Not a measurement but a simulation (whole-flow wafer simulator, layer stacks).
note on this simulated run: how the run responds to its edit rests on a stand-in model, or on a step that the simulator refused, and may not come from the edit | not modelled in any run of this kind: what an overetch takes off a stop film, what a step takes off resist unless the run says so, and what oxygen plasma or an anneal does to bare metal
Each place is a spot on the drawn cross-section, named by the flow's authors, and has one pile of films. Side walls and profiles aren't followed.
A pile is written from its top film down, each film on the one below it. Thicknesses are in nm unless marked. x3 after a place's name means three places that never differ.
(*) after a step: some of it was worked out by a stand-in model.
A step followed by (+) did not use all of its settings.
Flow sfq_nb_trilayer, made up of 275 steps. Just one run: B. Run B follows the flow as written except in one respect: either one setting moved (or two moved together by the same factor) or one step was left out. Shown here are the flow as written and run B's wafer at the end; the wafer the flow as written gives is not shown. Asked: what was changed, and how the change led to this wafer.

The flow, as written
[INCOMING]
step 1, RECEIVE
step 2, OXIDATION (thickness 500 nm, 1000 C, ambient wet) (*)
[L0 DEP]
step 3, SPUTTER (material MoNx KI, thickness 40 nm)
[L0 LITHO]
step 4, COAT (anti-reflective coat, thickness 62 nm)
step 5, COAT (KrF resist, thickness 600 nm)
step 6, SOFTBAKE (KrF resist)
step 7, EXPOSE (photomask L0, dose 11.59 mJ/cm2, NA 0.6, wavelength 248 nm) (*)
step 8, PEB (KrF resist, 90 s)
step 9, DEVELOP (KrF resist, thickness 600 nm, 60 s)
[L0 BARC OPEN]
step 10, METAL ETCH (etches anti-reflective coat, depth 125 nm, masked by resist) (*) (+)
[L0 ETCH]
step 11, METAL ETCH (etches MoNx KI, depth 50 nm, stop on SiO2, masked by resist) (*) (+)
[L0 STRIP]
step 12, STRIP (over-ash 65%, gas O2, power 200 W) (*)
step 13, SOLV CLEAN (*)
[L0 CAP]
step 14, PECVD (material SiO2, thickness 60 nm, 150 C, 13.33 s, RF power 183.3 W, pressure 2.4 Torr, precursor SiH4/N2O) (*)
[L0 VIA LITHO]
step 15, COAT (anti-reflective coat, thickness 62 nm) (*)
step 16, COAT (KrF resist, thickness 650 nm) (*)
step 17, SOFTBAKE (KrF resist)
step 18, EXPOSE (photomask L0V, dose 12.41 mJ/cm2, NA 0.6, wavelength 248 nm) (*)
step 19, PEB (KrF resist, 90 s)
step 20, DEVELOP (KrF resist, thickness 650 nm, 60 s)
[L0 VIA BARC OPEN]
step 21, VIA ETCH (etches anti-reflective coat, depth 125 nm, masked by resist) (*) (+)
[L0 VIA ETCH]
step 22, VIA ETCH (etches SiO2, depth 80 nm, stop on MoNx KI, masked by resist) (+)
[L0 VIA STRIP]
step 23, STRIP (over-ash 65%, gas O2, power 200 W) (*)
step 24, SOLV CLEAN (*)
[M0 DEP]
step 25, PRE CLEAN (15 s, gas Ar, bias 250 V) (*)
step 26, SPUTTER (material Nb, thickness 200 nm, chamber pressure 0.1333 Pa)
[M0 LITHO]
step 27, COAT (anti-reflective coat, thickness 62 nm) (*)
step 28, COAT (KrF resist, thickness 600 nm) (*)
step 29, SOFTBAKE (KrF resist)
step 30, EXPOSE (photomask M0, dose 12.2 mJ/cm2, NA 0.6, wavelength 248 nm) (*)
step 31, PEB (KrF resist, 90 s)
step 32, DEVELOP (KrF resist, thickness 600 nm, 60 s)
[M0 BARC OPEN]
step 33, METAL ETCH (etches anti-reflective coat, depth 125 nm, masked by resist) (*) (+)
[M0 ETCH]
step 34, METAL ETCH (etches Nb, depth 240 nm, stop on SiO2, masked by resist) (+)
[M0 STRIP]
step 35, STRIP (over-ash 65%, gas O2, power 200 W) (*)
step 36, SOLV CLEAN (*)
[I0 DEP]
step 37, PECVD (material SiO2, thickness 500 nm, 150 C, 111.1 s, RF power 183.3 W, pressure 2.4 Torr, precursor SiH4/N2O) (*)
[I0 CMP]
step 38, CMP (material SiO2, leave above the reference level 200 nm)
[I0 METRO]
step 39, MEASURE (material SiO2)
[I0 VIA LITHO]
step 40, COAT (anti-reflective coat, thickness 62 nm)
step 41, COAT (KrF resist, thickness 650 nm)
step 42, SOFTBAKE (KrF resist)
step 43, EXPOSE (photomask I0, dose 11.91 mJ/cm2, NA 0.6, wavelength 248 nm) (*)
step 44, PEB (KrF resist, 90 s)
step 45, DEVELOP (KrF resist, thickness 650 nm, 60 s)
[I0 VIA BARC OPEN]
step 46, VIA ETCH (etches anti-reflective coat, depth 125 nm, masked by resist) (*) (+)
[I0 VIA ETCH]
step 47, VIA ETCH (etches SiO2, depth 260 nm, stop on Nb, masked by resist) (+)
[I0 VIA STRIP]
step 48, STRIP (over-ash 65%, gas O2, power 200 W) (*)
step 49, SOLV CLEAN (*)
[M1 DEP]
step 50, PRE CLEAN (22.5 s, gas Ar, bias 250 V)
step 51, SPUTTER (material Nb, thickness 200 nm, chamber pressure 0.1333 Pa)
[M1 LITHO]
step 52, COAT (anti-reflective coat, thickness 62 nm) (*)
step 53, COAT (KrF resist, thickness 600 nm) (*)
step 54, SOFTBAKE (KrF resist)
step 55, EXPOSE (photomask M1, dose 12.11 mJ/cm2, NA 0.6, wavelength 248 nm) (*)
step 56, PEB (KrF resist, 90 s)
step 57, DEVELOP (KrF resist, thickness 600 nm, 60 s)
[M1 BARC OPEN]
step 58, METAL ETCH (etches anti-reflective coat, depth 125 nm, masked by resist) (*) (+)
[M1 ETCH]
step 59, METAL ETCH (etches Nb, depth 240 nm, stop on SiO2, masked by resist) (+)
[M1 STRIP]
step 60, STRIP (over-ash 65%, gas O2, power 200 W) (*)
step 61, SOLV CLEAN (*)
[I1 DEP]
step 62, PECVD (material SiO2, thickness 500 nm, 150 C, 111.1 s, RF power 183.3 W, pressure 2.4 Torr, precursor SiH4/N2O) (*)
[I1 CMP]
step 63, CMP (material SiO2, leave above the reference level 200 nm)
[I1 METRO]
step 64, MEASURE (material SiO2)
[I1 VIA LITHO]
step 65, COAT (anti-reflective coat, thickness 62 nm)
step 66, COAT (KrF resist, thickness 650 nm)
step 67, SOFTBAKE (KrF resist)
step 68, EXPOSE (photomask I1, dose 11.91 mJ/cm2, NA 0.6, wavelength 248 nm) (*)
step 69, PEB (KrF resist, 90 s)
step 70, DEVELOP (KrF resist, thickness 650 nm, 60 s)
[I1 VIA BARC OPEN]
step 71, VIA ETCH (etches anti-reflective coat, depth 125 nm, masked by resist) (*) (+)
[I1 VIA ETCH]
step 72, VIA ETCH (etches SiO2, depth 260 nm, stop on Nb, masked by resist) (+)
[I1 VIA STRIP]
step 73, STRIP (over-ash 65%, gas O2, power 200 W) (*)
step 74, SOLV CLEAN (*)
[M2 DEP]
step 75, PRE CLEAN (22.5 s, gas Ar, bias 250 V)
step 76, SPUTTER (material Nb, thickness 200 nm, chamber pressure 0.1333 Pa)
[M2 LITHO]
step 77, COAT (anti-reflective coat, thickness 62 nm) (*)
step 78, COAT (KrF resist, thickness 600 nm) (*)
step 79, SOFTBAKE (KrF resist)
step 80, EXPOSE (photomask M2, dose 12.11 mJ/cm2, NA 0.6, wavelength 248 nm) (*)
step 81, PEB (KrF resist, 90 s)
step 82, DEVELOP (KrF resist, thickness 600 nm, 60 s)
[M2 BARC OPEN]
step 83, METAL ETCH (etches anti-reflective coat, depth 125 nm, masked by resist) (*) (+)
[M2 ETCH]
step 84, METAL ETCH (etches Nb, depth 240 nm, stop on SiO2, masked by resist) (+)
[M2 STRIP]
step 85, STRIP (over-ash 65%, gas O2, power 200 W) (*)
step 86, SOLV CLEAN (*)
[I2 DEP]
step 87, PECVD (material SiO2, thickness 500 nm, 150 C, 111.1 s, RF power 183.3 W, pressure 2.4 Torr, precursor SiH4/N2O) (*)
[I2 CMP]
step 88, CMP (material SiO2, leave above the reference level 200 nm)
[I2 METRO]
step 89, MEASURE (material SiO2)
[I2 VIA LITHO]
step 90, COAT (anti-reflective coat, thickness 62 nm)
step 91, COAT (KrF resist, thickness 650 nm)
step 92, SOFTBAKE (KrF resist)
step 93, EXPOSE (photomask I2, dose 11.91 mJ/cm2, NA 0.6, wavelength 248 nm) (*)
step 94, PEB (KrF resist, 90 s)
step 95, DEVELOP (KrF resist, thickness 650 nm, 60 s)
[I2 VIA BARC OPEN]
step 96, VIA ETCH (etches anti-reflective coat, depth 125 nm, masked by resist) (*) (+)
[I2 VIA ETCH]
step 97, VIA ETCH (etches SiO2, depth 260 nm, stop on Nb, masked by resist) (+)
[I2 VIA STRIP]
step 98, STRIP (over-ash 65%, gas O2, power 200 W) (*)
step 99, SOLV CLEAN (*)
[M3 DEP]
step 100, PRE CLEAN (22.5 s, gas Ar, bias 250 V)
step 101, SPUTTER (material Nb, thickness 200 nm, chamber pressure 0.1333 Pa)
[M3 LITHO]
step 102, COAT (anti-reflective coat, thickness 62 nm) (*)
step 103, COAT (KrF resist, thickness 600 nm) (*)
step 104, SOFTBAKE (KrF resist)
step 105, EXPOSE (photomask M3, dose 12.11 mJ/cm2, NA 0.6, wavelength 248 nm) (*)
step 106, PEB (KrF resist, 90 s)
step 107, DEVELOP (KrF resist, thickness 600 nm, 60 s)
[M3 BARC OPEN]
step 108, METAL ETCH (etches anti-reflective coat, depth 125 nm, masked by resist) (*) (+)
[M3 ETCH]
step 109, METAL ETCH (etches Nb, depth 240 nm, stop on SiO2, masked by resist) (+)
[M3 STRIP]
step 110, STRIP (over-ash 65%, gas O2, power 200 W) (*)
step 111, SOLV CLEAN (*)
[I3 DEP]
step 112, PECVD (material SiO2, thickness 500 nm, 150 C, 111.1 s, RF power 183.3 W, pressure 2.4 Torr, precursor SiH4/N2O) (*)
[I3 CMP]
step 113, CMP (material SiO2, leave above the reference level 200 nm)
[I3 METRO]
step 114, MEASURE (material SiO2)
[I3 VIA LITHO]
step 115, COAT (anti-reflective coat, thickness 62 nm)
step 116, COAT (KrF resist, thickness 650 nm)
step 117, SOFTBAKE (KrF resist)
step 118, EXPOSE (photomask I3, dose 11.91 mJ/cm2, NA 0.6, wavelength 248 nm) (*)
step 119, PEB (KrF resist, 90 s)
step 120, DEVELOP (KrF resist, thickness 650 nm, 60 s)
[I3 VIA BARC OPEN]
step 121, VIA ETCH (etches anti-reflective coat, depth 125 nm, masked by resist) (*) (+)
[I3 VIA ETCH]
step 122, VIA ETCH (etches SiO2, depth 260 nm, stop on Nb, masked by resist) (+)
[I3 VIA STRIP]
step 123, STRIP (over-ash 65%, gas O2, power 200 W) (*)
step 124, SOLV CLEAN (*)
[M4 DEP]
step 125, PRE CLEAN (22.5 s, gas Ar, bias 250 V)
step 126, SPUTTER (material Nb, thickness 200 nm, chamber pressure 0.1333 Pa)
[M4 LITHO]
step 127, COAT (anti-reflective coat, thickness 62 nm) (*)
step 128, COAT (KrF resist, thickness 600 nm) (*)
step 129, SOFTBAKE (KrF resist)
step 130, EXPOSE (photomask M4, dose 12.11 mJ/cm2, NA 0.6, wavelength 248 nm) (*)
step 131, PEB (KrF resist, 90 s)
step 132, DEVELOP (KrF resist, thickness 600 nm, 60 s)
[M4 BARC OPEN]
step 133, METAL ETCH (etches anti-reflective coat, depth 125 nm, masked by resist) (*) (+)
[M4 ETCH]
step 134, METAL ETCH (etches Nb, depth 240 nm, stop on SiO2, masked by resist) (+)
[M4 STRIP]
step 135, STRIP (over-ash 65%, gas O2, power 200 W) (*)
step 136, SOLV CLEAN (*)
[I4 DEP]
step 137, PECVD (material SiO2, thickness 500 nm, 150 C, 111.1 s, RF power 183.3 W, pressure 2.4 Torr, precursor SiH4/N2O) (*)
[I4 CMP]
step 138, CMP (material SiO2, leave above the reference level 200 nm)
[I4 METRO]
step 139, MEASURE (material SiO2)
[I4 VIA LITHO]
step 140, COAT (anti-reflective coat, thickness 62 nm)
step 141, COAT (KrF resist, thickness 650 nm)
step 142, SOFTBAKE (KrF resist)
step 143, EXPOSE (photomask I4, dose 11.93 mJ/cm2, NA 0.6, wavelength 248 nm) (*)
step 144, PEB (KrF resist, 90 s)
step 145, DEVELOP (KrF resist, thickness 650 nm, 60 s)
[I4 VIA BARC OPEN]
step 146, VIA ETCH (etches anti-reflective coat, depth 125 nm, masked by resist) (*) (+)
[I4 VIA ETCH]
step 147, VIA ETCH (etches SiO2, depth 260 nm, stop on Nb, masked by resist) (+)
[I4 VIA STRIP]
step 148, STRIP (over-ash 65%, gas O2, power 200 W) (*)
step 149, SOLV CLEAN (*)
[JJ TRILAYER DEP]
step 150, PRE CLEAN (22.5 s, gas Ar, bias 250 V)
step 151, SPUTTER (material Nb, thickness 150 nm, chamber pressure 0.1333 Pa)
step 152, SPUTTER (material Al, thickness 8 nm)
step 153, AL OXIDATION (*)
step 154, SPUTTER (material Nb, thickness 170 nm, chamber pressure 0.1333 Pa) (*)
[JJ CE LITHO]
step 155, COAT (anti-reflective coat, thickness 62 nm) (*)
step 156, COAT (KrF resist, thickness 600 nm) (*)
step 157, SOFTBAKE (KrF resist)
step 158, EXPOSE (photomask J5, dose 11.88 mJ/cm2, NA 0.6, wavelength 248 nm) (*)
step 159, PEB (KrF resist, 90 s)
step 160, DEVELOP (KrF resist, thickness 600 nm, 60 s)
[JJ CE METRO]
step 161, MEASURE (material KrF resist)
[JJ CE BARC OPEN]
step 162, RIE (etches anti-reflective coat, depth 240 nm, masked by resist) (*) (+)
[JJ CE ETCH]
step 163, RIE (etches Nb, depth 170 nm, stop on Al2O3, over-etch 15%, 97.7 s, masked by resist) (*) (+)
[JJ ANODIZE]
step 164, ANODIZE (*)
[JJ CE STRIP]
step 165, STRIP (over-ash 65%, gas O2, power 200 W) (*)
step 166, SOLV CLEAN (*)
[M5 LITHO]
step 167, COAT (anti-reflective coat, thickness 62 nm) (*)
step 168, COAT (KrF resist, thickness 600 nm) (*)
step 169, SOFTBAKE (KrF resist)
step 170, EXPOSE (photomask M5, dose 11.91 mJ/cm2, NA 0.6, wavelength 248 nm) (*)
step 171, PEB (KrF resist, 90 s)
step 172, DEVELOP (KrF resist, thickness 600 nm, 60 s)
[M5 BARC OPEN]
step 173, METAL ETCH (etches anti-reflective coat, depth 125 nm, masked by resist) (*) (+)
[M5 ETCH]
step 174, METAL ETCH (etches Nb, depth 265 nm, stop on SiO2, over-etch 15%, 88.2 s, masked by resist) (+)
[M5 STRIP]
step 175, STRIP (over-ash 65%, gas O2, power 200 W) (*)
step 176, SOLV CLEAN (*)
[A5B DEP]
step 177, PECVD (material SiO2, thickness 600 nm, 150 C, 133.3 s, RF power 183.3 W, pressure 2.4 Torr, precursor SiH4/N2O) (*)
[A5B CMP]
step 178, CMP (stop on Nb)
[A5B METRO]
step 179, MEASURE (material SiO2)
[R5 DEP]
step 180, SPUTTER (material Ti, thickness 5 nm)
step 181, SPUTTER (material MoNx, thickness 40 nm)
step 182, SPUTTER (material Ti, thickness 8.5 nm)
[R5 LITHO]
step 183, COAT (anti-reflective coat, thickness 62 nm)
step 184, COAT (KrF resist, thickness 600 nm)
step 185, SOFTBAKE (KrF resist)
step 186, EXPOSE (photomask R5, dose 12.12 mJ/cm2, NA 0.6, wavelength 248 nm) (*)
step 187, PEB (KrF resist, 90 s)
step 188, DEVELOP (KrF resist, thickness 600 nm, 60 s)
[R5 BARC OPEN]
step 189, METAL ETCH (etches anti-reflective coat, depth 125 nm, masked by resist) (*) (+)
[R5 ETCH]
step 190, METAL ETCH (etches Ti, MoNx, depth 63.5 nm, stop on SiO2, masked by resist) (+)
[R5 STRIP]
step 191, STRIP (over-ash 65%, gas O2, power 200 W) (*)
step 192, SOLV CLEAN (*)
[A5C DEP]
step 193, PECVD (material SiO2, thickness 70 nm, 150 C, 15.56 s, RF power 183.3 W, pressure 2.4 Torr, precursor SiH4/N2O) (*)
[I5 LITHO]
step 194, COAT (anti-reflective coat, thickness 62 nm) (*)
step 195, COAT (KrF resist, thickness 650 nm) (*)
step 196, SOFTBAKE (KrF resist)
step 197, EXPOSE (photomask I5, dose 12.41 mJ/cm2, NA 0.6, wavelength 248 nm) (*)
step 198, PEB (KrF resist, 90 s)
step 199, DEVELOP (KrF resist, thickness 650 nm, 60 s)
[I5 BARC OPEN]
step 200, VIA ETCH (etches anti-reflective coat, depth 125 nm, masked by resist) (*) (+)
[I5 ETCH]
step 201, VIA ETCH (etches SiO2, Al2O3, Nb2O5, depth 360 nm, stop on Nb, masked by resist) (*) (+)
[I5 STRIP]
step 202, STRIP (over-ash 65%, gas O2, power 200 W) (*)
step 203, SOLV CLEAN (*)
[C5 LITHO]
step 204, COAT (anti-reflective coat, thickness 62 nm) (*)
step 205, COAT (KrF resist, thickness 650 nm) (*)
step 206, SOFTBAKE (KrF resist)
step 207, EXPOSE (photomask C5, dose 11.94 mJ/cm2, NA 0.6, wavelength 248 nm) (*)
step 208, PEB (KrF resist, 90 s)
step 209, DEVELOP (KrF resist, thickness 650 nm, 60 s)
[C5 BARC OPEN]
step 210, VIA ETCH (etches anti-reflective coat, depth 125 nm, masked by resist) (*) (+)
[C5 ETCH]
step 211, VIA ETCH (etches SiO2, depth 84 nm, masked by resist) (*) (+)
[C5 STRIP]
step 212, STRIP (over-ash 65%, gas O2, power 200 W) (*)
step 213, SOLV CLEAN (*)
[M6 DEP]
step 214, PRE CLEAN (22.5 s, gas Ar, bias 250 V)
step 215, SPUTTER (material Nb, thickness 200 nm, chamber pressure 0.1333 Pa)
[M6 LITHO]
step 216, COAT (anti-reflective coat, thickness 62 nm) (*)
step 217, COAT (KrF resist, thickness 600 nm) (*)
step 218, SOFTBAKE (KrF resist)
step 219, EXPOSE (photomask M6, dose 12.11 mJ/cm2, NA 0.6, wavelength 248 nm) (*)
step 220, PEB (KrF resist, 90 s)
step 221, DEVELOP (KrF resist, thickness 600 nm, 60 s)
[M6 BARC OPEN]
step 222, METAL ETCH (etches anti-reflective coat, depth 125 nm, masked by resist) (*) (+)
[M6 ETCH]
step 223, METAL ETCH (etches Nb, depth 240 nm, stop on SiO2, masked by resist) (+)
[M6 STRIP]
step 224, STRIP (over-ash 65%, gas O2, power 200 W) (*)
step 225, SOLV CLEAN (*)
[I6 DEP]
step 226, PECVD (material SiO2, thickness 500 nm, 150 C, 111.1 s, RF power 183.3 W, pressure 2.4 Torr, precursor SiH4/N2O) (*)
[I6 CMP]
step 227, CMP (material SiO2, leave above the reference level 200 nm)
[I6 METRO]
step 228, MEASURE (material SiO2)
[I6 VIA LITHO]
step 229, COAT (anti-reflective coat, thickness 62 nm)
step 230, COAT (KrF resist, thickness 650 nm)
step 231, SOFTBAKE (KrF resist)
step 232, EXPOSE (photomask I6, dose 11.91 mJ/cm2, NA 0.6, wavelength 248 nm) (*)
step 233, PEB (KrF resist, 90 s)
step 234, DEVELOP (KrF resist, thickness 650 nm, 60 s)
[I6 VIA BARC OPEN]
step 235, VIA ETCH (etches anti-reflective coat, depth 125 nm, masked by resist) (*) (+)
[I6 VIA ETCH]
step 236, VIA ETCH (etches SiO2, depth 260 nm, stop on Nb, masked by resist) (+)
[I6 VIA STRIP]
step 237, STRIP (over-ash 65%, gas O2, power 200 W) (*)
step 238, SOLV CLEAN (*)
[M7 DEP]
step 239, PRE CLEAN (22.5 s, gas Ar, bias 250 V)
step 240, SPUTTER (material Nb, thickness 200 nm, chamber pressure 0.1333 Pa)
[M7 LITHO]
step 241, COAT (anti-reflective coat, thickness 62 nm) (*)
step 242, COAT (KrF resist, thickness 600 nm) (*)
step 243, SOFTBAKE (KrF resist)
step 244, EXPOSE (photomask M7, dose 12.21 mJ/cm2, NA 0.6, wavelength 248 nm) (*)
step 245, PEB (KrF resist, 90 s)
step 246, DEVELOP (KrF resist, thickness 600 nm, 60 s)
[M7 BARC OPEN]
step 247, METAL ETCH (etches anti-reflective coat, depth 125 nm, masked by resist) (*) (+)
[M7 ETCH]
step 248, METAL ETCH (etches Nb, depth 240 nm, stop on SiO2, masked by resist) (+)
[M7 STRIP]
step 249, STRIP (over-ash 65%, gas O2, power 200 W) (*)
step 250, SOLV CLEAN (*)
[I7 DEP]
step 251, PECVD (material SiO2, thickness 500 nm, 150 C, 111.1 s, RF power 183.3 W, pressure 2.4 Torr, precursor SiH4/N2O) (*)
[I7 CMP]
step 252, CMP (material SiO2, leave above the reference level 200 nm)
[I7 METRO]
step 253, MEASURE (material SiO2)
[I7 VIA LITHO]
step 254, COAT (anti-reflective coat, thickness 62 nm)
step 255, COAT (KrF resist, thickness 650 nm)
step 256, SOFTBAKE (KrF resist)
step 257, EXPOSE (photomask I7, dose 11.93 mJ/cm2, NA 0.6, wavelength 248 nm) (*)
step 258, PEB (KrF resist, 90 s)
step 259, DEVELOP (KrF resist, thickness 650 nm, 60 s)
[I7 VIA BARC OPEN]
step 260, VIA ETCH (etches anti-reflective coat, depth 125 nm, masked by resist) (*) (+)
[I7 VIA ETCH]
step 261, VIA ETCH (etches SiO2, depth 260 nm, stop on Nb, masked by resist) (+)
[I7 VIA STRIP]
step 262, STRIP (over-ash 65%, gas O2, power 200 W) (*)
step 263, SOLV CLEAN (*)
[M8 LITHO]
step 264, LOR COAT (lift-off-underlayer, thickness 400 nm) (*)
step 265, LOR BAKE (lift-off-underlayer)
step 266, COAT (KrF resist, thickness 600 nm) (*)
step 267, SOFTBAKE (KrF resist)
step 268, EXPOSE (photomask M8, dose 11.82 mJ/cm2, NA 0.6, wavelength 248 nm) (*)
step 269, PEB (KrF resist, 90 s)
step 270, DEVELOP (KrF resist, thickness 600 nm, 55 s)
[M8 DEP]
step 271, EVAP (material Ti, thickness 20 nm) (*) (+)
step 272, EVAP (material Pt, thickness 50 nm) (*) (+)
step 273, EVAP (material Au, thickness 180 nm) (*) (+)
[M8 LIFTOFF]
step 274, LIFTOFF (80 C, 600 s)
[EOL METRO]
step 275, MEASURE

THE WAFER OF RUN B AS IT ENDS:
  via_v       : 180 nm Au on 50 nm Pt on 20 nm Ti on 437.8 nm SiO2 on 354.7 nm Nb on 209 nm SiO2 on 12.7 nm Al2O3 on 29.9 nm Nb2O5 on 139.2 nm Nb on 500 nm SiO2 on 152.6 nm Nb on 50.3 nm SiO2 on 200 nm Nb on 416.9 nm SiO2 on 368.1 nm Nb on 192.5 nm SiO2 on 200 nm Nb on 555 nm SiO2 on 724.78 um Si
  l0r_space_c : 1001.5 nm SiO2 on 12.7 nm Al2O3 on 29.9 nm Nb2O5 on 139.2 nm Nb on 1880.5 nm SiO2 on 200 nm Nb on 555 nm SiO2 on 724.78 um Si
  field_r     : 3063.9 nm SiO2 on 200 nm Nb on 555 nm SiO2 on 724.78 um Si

Cause: step 113, CMP: leave above the reference level 318 nm was run, whereas the flow has leave above the reference level 200 nm.

Step by step, how the change led to this:
  step 113, CMP (material SiO2, leave above the reference level 200 nm)
      field_l, be, be_sur and 64 more: nothing (it would be, as written: SiO2 loses 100)
      v_sur, via_wl, via_wr and 27 more: SiO2 loses 182 (it would be, as written: SiO2 loses 300)
      (also at 9 further places)
  step 115, COAT (anti-reflective coat, thickness 62 nm)
      m0r_space_l, m0r_space_r, m6r_space_l, m6r_space_r, m7r_space_l, m7r_space_r: anti-reflective coat gains 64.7 (new film) (it would be, as written: anti-reflective coat gains 62 (new film))
      via_wl, via_w, via_wr, via_sp, via_v: anti-reflective coat gains 60.6 (new film) (it would be, as written: anti-reflective coat gains 62 (new film))
      (also at 31 further places)
  step 121, VIA ETCH (etches anti-reflective coat, depth 125 nm, masked by resist) (*) (+)
      field_l, v_sur, via_wl and 102 more: KrF resist loses 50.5 (it would be, as written: KrF resist loses 51.7)
      via_v: anti-reflective coat loses 60.6 (all of it), SiO2 loses 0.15 (it would be, as written: anti-reflective coat loses 62 (all of it), SiO2 loses 0.16)
  step 122, VIA ETCH (etches SiO2, depth 260 nm, stop on Nb, masked by resist) (+)
      via_v: SiO2 loses 260 (it would be, as written: SiO2 loses 199.8 (all of it))
  step 123, STRIP (over-ash 65%, gas O2, power 200 W) (*)
      m0r_space_l, m0r_space_r, m6r_space_l, m6r_space_r, m7r_space_l, m7r_space_r: KrF resist loses 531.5 (all of it), anti-reflective coat loses 64.7 (all of it) (it would be, as written: KrF resist loses 528.6 (all of it), anti-reflective coat loses 62 (all of it))
      m5r_space_l, m5r_space_r: KrF resist loses 531.5 (all of it), anti-reflective coat loses 63.6 (all of it) (it would be, as written: KrF resist loses 528.6 (all of it), anti-reflective coat loses 62 (all of it))
      (also at 33 further places)
  step 125, PRE CLEAN (22.5 s, gas Ar, bias 250 V)
      via_v: SiO2 loses 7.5 (it would be, as written: Nb loses 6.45)
  step 126, SPUTTER (material Nb, thickness 200 nm, chamber pressure 0.1333 Pa)
      via_v: Nb gains 152.6 (new film) (it would be, as written: Nb gains 165.5)
  step 127, COAT (anti-reflective coat, thickness 62 nm) (*)
      p4_fm, m0r_space_l, m0r_space_r, m6r_space_l, m6r_space_r, m7r_space_l, m7r_space_r: anti-reflective coat gains 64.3 (new film) (it would be, as written: anti-reflective coat gains 62 (new film))
      p4_g1, p4_w2, p4_g2: anti-reflective coat gains 60.7 (new film) (it would be, as written: anti-reflective coat gains 62 (new film))
      (also at 29 further places)
  step 128, COAT (KrF resist, thickness 600 nm) (*)
      via_v: KrF resist gains 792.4 (new film) (it would be, as written: KrF resist gains 739.8 (new film))
  step 133, METAL ETCH (etches anti-reflective coat, depth 125 nm, masked by resist) (*) (+)
      m0r_space_l, m0r_space_r, m6r_space_l, m6r_space_r, m7r_space_l, m7r_space_r: anti-reflective coat loses 64.3 (all of it) (it would be, as written: anti-reflective coat loses 62 (all of it))
      p3_fr, wl_f_sl: anti-reflective coat loses 64.9 (all of it) (it would be, as written: anti-reflective coat loses 62 (all of it))
      (also at 15 further places)
  step 135, STRIP (over-ash 65%, gas O2, power 200 W) (*)
      v_sur: KrF resist loses 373 (all of it), anti-reflective coat loses 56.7 (all of it) (it would be, as written: KrF resist loses 379.9 (all of it), anti-reflective coat loses 61.4 (all of it))
      via_wl: KrF resist loses 370.6 (all of it), anti-reflective coat loses 59.3 (all of it) (it would be, as written: KrF resist loses 379.4 (all of it), anti-reflective coat loses 61.3 (all of it))
      (also at 15 further places)
  step 137, PECVD (material SiO2, thickness 500 nm, 150 C, 111.1 s, RF power 183.3 W, pressure 2.4 Torr, precursor SiH4/N2O) (*)
      via_v: SiO2 gains 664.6 (new film) (it would be, as written: SiO2 gains 615 (new film))
  step 138, CMP (material SiO2, leave above the reference level 200 nm)
      field_l, be, be_sur and 55 more: SiO2 loses 82 (it would be, as written: SiO2 loses 100)
      ln_m5, lsp_m, ln_m6, p4_fl, p4_fm, p4_fr: SiO2 loses 282 (it would be, as written: SiO2 loses 300)
      (also at 4 further places)
Taking metal films that touch as one body, via_v has 7 bodies (between them, from the top down: SiO2 437.8; SiO2 209 / Al2O3 12.7 / Nb2O5 29.9; SiO2 500; SiO2 50.3; SiO2 416.9; SiO2 192.5); the flow as written gives 6 bodies (between them, from the top down: SiO2 437.8; SiO2 209 / Al2O3 12.7 / Nb2O5 29.9; SiO2 425.9; SiO2 416.9; SiO2 192.5).
